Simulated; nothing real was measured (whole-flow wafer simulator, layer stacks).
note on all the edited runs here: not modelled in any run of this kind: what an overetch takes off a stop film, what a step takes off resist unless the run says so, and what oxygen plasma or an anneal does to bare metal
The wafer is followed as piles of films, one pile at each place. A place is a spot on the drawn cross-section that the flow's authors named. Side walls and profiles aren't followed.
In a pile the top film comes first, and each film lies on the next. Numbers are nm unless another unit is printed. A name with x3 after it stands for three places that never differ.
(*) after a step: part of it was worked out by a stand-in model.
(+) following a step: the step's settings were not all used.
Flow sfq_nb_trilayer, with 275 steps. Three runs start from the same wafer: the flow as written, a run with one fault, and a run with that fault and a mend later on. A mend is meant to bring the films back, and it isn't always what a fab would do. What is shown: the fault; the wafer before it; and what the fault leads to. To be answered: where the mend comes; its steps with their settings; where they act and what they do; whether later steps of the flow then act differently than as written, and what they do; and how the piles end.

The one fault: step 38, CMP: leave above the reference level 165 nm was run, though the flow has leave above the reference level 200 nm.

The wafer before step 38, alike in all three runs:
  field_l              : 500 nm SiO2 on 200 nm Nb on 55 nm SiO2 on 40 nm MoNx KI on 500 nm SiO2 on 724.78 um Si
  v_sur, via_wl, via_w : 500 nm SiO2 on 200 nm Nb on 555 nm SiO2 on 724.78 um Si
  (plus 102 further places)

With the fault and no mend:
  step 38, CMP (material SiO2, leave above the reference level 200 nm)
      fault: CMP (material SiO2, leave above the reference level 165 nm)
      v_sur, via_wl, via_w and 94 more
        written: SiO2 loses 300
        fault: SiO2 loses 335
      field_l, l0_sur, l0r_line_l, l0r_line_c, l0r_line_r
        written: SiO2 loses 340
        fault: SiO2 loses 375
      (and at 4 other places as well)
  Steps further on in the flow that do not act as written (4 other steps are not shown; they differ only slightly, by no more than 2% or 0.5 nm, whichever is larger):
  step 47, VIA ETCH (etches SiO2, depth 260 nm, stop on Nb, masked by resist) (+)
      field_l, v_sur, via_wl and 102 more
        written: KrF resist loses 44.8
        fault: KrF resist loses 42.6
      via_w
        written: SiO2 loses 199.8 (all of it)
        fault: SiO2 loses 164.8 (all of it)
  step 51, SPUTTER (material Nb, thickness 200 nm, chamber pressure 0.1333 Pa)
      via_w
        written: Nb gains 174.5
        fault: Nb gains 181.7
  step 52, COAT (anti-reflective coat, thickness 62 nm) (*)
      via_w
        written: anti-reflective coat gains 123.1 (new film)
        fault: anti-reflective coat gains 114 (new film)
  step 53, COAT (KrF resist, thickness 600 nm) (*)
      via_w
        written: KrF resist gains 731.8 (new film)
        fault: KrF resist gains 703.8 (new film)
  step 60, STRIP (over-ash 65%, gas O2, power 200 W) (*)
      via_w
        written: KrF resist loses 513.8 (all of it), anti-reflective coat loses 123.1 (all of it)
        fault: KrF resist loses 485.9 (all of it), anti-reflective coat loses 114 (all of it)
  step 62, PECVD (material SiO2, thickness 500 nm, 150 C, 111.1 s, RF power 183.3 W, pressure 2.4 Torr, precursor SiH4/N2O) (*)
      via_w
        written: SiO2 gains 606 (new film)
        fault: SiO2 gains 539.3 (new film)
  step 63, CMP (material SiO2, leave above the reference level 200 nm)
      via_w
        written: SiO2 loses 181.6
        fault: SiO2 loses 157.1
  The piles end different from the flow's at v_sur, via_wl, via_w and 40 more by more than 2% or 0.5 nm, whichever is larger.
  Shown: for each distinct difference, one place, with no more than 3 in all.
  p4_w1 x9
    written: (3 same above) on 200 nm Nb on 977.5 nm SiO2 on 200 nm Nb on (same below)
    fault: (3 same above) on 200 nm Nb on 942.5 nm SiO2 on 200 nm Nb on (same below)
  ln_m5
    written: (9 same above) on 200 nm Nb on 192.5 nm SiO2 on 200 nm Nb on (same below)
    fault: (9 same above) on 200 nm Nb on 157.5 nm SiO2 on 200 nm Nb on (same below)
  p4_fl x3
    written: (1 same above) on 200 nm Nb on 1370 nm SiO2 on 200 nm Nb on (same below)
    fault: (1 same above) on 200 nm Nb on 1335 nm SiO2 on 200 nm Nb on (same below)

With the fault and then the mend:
  The mend follows step 45.
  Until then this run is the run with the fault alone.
  step 45a, STRIP (over-ash 65%, gas O2, power 200 W) (*)
      field_l, v_sur, via_wl and 102 more
        KrF resist loses 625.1 (all of it), anti-reflective coat loses 62 (all of it)
      via_w
        anti-reflective coat loses 62 (all of it)
  step 45b, PECVD (material SiO2, thickness 35 nm, 150 C, 7.778 s, RF power 183.3 W, pressure 2.4 Torr, precursor SiH4/N2O) (the flow's step 37 again, with other settings)
      field_l, v_sur, via_wl and 103 more
        SiO2 gains 35
  step 45c, COAT (anti-reflective coat, thickness 62 nm) (the flow's step 40 again)
      field_l, v_sur, via_wl and 103 more
        anti-reflective coat gains 62 (new film)
  step 45d, COAT (KrF resist, thickness 650 nm) (the flow's step 41 again)
      field_l, v_sur, via_wl and 103 more
        KrF resist gains 650 (new film)
  step 45e, SOFTBAKE (KrF resist) (the flow's step 42 again)
      leaves every film unchanged at each place that is followed
  step 45f, EXPOSE (photomask I0, dose 11.91 mJ/cm2, NA 0.6, wavelength 248 nm) (*) (the flow's step 43 again)
      leaves every film unchanged at each place that is followed
  step 45g, PEB (KrF resist, 90 s) (the flow's step 44 again)
      field_l, v_sur, via_wl and 103 more
        KrF resist loses 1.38
  step 45h, DEVELOP (KrF resist, thickness 650 nm, 60 s) (the flow's step 45 again)
      field_l, v_sur, via_wl and 102 more
        KrF resist loses 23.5
      via_w
        KrF resist loses 648.6 (all of it)
  Every later step of the flow that is run acts as written, at every place that is followed, to within 2% or 0.5 nm, whichever is larger.
  The piles end only slightly different from the flow's at the places that both follow, by no more than 2% or 0.5 nm, whichever is larger.
